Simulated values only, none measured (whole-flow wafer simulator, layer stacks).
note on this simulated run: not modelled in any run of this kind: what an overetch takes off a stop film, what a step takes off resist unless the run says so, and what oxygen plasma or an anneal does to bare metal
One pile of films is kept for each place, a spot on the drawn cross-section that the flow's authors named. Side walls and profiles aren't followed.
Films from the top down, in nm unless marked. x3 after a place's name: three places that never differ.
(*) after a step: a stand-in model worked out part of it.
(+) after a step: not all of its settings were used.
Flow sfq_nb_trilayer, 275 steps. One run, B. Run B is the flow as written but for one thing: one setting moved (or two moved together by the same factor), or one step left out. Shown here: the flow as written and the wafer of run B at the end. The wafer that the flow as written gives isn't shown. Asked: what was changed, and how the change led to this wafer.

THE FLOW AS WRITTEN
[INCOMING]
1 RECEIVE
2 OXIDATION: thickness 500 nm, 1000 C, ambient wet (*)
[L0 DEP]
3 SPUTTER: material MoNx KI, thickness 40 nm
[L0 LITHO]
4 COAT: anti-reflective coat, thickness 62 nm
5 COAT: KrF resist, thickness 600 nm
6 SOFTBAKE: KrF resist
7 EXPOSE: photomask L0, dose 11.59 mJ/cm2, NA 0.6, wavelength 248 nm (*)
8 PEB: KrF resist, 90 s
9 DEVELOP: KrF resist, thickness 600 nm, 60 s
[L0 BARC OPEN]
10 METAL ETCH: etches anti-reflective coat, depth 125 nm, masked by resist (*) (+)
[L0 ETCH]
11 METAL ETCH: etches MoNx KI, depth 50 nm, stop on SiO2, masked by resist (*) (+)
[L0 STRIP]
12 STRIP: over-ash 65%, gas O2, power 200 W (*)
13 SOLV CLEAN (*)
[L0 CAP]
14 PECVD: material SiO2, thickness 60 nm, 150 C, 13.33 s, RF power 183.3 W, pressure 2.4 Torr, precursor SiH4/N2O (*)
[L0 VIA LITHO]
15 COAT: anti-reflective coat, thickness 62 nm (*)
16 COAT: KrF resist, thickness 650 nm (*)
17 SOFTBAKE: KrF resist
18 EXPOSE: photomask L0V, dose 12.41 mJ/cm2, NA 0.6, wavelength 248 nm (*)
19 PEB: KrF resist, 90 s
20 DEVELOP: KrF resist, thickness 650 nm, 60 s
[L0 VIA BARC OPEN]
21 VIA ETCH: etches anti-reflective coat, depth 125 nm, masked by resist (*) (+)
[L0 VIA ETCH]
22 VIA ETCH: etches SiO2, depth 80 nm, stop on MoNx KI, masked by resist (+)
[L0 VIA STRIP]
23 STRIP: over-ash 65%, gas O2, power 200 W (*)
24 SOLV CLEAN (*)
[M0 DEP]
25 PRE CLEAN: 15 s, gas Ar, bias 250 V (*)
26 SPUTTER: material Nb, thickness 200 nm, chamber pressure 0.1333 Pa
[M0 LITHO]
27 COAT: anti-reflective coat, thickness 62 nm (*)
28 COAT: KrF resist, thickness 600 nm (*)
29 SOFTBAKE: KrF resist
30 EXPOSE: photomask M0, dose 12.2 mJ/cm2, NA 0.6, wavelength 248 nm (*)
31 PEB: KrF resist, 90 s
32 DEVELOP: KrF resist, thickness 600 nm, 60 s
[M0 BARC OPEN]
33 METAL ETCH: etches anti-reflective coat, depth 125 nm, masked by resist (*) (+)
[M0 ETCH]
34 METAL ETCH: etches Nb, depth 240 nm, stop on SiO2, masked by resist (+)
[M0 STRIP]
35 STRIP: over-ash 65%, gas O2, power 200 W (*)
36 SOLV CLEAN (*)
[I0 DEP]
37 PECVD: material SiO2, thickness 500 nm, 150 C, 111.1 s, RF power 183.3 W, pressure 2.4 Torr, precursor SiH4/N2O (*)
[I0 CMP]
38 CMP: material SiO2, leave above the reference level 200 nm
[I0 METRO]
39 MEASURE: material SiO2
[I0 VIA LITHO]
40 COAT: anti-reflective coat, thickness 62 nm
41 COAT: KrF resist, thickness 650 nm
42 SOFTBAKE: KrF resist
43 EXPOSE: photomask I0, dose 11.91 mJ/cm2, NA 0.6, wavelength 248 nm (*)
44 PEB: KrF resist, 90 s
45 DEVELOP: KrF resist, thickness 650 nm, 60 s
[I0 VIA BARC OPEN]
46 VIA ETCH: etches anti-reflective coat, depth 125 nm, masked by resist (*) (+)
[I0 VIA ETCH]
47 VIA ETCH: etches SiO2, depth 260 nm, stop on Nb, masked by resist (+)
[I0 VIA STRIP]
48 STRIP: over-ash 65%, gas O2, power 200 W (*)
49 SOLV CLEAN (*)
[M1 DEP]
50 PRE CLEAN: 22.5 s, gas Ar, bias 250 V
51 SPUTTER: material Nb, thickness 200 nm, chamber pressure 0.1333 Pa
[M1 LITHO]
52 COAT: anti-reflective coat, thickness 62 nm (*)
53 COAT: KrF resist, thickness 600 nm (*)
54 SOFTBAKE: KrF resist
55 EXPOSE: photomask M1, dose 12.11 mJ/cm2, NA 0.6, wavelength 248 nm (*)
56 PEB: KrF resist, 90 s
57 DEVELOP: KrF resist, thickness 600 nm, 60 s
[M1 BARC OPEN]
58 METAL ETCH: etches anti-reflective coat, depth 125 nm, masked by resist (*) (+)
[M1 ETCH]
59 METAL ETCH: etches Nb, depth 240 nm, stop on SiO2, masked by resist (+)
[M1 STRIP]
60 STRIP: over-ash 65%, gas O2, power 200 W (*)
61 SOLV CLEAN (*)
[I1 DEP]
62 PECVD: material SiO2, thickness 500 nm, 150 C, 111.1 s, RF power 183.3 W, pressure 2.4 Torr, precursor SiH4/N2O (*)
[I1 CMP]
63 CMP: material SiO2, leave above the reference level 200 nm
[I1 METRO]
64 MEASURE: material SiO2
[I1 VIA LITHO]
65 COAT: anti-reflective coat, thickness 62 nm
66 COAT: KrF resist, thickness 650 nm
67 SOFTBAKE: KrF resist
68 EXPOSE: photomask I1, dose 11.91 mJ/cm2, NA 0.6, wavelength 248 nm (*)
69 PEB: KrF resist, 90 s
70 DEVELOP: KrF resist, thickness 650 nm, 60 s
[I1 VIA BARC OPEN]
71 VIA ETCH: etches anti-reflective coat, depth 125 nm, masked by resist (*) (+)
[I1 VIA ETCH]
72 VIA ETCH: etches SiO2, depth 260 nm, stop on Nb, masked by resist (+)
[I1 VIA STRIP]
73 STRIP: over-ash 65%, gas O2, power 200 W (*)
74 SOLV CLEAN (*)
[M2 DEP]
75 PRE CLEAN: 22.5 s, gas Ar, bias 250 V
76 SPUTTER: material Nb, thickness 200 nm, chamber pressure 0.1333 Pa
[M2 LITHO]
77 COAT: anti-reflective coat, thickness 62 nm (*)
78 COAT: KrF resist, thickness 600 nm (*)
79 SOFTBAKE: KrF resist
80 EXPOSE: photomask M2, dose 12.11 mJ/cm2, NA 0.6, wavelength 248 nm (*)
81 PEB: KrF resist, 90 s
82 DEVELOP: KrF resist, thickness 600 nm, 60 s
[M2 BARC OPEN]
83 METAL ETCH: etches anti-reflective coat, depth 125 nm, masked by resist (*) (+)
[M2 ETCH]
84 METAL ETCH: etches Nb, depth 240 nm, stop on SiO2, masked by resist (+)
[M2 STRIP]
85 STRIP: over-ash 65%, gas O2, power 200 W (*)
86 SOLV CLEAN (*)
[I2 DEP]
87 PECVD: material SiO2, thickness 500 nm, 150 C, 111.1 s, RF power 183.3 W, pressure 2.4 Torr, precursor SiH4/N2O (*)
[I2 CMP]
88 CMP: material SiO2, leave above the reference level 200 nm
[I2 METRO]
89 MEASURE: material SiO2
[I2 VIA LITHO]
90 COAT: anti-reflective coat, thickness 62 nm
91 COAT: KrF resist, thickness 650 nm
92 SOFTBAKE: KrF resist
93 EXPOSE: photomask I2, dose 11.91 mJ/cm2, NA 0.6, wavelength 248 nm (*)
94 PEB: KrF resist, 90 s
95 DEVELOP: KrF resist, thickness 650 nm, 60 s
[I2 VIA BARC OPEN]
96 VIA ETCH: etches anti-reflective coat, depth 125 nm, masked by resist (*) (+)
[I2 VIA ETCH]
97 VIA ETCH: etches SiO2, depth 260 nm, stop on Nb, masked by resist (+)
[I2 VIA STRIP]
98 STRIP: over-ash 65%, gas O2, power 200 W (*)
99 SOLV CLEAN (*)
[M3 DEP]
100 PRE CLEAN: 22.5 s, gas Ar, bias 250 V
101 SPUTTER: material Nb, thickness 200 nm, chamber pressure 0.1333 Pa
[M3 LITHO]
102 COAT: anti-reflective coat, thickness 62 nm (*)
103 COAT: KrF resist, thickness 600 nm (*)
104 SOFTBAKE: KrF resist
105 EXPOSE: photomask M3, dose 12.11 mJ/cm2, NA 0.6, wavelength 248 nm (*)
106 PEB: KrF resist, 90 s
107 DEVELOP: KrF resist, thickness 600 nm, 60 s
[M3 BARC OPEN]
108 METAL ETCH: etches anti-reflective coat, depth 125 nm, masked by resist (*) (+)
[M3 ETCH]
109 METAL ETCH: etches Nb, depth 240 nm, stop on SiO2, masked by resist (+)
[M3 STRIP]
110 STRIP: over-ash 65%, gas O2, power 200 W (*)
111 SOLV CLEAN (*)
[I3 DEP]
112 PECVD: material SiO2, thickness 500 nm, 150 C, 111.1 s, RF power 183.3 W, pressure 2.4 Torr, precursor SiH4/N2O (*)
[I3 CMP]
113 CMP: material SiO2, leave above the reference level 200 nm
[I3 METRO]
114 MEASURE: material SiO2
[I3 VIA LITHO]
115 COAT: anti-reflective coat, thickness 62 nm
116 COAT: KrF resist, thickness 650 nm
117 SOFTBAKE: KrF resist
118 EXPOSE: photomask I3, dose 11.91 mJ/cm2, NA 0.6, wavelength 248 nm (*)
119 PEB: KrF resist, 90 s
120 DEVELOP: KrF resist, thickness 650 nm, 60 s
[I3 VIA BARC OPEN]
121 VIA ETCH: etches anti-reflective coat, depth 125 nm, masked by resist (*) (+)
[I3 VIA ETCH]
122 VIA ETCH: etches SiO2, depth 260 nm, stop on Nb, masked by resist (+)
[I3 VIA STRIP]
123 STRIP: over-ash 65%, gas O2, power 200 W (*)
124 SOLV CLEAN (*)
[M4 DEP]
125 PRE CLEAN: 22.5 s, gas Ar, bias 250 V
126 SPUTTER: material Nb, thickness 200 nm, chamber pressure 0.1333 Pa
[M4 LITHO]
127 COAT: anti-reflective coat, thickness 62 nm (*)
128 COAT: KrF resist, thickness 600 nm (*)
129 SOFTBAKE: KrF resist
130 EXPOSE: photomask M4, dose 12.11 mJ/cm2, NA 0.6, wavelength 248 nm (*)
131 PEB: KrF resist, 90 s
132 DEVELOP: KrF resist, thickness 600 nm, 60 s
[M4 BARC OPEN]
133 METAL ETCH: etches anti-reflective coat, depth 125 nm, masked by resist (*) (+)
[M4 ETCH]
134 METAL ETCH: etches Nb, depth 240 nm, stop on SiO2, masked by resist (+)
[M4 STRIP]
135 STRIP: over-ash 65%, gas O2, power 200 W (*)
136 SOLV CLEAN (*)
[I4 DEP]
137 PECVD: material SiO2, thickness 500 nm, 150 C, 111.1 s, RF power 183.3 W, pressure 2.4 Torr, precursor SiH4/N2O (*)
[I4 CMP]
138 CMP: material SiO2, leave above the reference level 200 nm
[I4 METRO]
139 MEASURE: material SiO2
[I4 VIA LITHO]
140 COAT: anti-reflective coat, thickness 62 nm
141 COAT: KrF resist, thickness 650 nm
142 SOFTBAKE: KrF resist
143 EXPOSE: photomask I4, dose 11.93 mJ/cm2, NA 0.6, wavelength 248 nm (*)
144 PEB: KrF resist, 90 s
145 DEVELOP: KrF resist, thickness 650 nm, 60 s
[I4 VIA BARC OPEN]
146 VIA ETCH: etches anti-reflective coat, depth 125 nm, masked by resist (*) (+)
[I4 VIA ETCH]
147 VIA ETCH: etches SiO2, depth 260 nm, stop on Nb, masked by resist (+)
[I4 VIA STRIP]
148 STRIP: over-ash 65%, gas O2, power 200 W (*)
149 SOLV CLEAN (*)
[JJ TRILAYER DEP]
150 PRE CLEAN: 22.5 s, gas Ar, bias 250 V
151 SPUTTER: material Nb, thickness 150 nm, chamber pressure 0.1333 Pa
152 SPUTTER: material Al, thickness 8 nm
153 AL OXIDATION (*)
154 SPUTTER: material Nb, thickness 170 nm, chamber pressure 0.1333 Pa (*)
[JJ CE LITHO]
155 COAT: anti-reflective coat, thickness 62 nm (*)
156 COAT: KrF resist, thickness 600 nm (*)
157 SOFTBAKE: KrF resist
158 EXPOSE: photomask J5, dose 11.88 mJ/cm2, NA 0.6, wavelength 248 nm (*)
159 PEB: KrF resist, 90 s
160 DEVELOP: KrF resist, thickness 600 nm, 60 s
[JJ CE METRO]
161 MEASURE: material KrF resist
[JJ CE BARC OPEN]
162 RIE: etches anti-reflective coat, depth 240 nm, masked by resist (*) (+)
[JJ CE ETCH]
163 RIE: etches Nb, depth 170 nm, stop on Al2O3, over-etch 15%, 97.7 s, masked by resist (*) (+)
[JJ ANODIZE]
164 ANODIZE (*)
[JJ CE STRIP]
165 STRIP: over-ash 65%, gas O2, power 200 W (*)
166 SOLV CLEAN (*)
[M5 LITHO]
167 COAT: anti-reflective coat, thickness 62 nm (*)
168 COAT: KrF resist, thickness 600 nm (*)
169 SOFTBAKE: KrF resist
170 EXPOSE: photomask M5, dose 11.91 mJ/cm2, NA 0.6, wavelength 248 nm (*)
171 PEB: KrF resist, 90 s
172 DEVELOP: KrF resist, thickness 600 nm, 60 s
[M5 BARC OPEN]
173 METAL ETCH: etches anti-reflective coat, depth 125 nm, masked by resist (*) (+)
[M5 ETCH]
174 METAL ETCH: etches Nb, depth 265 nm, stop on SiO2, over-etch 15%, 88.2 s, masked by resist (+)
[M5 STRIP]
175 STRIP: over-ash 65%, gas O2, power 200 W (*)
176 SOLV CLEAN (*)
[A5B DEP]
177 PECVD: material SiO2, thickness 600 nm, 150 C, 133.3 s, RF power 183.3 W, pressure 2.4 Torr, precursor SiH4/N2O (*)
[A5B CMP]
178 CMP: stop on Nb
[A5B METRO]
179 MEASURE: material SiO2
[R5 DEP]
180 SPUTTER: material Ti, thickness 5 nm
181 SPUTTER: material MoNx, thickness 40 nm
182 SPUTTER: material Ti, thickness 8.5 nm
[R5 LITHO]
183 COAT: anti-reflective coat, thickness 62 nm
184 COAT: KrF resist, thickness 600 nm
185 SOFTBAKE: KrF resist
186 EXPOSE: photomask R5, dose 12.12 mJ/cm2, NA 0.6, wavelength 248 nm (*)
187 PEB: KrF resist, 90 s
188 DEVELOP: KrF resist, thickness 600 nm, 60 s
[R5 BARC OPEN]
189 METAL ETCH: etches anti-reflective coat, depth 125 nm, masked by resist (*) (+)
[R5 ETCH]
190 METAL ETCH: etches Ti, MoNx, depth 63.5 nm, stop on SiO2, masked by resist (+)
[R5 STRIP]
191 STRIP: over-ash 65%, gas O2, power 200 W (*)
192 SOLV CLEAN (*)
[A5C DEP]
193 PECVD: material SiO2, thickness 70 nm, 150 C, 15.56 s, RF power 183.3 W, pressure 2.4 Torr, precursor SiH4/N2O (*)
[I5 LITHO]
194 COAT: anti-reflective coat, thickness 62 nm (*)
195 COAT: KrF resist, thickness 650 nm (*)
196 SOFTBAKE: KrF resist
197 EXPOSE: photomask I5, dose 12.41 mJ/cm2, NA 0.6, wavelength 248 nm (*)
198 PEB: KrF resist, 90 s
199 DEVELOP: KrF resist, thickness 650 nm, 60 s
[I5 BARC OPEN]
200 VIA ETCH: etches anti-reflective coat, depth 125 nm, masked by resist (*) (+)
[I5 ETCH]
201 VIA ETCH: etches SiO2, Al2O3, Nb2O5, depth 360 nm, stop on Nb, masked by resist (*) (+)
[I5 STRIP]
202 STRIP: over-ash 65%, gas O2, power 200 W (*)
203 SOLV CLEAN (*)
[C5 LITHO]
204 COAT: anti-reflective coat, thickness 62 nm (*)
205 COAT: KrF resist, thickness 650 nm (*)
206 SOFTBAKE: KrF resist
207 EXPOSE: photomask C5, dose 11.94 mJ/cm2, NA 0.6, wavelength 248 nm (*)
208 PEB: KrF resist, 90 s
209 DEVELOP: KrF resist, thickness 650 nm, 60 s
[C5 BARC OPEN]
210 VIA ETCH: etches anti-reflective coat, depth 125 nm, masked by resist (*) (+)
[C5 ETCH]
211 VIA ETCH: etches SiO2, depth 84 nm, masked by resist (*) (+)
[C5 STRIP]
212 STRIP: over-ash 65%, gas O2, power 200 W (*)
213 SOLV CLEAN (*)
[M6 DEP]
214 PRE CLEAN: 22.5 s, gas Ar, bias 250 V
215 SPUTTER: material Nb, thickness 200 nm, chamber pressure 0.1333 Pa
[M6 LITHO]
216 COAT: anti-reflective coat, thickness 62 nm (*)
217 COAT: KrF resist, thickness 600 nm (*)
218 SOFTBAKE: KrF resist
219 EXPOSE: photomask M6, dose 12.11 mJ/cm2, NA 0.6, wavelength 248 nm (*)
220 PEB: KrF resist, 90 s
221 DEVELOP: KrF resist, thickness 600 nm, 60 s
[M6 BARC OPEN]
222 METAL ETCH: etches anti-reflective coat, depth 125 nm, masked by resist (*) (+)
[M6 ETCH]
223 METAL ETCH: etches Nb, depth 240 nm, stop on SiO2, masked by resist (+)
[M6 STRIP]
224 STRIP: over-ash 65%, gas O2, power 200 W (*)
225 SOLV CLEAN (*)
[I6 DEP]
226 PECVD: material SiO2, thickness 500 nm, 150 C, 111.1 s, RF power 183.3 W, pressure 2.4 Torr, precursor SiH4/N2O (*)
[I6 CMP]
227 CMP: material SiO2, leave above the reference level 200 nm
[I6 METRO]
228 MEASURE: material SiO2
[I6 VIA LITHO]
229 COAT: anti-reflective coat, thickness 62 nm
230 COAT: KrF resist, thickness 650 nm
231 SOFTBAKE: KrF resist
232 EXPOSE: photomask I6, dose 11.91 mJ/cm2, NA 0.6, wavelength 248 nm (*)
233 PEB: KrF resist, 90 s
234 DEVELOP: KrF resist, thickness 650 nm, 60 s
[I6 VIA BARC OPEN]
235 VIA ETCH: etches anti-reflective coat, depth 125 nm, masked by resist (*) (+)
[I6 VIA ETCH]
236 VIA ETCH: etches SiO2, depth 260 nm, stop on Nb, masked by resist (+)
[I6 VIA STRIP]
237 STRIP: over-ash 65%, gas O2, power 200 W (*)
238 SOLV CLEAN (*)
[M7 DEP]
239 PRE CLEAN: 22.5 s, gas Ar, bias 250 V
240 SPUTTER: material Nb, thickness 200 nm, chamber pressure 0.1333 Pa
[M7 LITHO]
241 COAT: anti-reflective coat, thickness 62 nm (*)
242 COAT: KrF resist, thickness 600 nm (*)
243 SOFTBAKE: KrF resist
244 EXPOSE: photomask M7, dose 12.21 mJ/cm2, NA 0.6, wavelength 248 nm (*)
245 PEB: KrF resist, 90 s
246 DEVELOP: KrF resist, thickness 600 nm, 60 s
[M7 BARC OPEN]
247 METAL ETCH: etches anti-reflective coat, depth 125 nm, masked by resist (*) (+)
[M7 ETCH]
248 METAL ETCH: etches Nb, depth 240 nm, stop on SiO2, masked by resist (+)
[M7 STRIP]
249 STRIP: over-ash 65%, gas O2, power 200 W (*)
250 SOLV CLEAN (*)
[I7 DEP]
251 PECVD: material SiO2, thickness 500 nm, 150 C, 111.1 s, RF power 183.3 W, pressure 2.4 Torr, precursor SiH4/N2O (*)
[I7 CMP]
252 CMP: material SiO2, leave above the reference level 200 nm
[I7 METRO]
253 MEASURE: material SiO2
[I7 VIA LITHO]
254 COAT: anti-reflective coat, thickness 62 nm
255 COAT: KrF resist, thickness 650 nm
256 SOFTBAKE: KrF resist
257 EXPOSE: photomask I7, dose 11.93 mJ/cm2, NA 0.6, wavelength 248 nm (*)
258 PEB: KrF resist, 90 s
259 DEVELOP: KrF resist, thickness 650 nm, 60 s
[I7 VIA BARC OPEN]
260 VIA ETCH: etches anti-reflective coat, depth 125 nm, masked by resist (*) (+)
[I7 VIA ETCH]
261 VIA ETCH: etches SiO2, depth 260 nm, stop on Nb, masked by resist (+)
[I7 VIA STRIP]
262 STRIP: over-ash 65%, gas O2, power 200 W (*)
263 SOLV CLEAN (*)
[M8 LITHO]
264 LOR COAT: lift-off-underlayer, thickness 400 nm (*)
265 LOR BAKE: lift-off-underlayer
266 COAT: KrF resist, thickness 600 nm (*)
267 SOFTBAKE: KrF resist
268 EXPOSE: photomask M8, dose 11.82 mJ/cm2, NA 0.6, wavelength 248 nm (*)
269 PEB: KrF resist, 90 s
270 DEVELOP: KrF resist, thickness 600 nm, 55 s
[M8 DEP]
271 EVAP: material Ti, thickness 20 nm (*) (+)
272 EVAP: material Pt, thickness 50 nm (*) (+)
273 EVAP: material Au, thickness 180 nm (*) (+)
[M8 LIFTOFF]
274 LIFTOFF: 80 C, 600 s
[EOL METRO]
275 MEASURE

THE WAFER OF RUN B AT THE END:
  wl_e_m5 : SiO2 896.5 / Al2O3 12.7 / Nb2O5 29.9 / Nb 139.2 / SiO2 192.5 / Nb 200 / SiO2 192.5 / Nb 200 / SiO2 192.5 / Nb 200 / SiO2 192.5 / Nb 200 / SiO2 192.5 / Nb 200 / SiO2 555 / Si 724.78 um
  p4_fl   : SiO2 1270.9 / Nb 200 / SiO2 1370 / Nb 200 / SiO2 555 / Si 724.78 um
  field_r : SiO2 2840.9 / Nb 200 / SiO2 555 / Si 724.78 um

The cause: step 215, SPUTTER: thickness 95 nm was run, where the flow has thickness 200 nm.

How the change led to this, step by step:
  215 SPUTTER: material Nb, thickness 200 nm, chamber pressure 0.1333 Pa
      field_l, v_sur, via_wl and 100 more: Nb +95 (new film) (as written it would be: Nb +200 (new film))
      be: Nb +70.4 (as written it would be: Nb +147.3)
      (and at 2 more places)
  216 COAT: anti-reflective coat, thickness 62 nm (*)
      be: anti-reflective coat +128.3 (new film) (as written it would be: anti-reflective coat +136.7 (new film))
      be_sur: anti-reflective coat +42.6 (new film) (as written it would be: anti-reflective coat +43.8 (new film))
      (and at 2 more places)
  223 METAL ETCH: etches Nb, depth 240 nm, stop on SiO2, masked by resist (+)
      field_l, gap, moat and 76 more: Nb -95 (all of it) (as written it would be: Nb -200 (all of it))
      v_sur, via_wl, via_w and 24 more: KrF resist -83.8 (as written it would be: KrF resist -141.2)
  224 STRIP: over-ash 65%, gas O2, power 200 W (*)
      wl_j_sl, wl_j_sr: KrF resist -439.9 (all of it), anti-reflective coat -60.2 (all of it) (as written it would be: KrF resist -382.5 (all of it), anti-reflective coat -60.2 (all of it))
      wl_c_m6, wl_f_m6: KrF resist -439.6 (all of it), anti-reflective coat -62 (all of it) (as written it would be: KrF resist -382.3 (all of it), anti-reflective coat -62 (all of it))
      (and at 23 more places)
  226 PECVD: material SiO2, thickness 500 nm, 150 C, 111.1 s, RF power 183.3 W, pressure 2.4 Torr, precursor SiH4/N2O (*)
      gap, wl_a_sl, m6r_space_l x2: SiO2 +500 (as written it would be: SiO2 +557.1)
      be: SiO2 +653.5 (new film) (as written it would be: SiO2 +693.5 (new film))
  227 CMP: material SiO2, leave above the reference level 200 nm
      field_l, p4_fl, p4_fm and 59 more: SiO2 -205 (as written it would be: SiO2 -100)
      moat, field_r, lsp_l, ln_m5, lsp_m: SiO2 -205 (as written it would be: SiO2 -93.6)
      (and at 13 more places)
